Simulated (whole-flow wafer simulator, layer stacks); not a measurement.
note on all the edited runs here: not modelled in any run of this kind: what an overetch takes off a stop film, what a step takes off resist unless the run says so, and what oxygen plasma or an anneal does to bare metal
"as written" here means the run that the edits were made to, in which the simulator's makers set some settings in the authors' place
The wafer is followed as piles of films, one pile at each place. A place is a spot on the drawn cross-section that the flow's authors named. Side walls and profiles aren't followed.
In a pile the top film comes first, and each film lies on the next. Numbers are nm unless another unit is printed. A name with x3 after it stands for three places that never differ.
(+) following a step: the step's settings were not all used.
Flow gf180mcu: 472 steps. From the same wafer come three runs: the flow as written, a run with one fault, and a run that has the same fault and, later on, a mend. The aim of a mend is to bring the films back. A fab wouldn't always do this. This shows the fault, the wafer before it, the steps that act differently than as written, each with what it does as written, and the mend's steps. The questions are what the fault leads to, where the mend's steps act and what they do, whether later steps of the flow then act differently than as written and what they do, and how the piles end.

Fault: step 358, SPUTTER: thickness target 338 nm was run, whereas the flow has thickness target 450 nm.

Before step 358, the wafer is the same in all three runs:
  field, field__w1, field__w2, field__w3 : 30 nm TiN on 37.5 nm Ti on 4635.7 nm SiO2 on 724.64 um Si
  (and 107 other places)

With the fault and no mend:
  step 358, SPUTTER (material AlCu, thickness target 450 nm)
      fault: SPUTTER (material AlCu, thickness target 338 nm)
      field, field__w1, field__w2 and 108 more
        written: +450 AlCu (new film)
        fault: +338 AlCu (new film)
  Steps further on in the flow that do not act as written:
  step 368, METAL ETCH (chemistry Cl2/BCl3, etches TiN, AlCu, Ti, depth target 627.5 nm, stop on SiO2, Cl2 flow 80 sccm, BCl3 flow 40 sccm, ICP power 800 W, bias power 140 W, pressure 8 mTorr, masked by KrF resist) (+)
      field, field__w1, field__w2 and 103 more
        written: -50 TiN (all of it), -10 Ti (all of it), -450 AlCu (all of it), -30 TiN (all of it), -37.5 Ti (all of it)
        fault: -50 TiN (all of it), -10 Ti (all of it), -338 AlCu (all of it), -30 TiN (all of it), -37.5 Ti (all of it)
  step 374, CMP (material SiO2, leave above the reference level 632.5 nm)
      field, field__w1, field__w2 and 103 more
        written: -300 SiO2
        fault: -412 SiO2
  By the end, the piles at field__w8, contact, m1, m1__w1, m1_nw depart from the flow's by more than 2% or 0.5 nm, whichever is larger.
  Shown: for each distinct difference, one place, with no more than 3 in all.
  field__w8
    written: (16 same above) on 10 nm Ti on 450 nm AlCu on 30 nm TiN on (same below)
    fault: (16 same above) on 10 nm Ti on 338 nm AlCu on 30 nm TiN on (same below)
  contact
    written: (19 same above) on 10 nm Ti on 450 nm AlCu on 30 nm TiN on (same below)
    fault: (19 same above) on 10 nm Ti on 338 nm AlCu on 30 nm TiN on (same below)

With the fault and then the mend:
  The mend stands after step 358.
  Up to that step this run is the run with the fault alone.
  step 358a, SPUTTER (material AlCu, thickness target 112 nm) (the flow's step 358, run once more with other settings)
      field, field__w1, field__w2 and 108 more
        +112 AlCu
  Every later step of the flow that is run acts as written at every place that is followed.
  By the end, the piles equal the flow's at every place that both follow.
